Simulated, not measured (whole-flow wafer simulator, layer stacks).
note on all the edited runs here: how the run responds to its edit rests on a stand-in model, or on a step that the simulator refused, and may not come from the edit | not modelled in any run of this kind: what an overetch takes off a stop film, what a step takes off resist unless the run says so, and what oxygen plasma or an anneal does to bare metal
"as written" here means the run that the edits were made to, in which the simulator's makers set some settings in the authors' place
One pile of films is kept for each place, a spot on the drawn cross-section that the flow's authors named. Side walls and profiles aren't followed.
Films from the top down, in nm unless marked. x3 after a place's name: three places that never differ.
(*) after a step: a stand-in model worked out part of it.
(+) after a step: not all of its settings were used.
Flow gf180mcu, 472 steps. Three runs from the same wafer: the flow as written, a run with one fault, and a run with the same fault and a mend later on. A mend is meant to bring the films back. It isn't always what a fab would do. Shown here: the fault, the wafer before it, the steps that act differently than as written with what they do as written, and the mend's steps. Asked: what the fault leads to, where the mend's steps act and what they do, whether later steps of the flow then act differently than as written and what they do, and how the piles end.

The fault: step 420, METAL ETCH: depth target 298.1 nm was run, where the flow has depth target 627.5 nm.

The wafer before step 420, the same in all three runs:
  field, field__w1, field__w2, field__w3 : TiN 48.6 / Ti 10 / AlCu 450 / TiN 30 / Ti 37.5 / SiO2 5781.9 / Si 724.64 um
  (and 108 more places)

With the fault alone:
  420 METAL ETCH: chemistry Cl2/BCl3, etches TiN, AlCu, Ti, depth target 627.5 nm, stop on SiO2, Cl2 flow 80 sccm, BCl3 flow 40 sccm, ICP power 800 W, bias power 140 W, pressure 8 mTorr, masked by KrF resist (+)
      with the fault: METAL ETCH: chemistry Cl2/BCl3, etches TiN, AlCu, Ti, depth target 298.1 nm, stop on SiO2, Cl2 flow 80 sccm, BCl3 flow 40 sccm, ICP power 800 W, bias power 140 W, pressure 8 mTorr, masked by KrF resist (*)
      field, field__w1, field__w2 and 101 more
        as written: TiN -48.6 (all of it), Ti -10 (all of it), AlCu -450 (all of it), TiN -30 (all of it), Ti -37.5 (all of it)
        with the fault: TiN -48.6 (all of it), Ti -10 (all of it), AlCu -239.5
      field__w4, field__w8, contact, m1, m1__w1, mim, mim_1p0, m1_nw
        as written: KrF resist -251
        with the fault: KrF resist -119.2
  Later steps of the flow that act differently than as written (1 more step differs only slightly, by at most 2% or 0.5 nm, whichever is larger, and isn't shown):
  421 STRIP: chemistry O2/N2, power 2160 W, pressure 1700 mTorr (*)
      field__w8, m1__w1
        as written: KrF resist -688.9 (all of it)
        with the fault: KrF resist -820.6 (all of it)
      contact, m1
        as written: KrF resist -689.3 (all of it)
        with the fault: KrF resist -821.1 (all of it)
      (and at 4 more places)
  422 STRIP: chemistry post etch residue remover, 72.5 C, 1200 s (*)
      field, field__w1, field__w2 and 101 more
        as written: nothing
        with the fault: AlCu -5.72
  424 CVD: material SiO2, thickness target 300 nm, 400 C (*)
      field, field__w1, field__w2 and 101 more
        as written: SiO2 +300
        with the fault: SiO2 +300 (new film)
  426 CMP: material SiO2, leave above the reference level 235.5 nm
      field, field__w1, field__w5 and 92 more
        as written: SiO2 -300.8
        with the fault: SiO2 -573.1
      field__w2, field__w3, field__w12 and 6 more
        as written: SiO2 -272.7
        with the fault: SiO2 -557.3
  At the end the piles differ from the flow's by more than 2% or 0.5 nm, whichever is larger, at field, field__w1, field__w2 and 101 more.
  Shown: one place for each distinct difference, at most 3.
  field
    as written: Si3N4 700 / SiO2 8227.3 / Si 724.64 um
    with the fault: Si3N4 700 / SiO2 2173.1 / AlCu 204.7 / TiN 30 / Ti 37.5 / SiO2 5781.9 / Si 724.64 um
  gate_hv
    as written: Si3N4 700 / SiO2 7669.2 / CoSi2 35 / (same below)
    with the fault: Si3N4 700 / SiO2 2173.1 / AlCu 204.7 / TiN 30 / Ti 37.5 / SiO2 5223.8 / CoSi2 35 / (same below)
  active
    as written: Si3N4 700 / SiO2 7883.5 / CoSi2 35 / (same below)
    with the fault: Si3N4 700 / SiO2 2173.1 / AlCu 204.7 / TiN 30 / Ti 37.5 / SiO2 5438.1 / CoSi2 35 / (same below)

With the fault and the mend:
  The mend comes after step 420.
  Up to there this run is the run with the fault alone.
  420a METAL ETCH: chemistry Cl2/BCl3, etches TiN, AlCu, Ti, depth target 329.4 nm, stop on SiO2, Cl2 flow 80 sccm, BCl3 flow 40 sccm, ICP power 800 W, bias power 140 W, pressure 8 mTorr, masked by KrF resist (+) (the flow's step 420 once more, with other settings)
      field, field__w1, field__w2 and 101 more
        AlCu -210.5 (all of it), TiN -30 (all of it), Ti -37.5 (all of it)
      field__w4, field__w8, contact, m1, m1__w1, mim, mim_1p0, m1_nw
        KrF resist -131.8
  No later step of the flow acts differently than as written at any place that is followed.
  At the end the piles are the same as the flow's at every place that both follow.
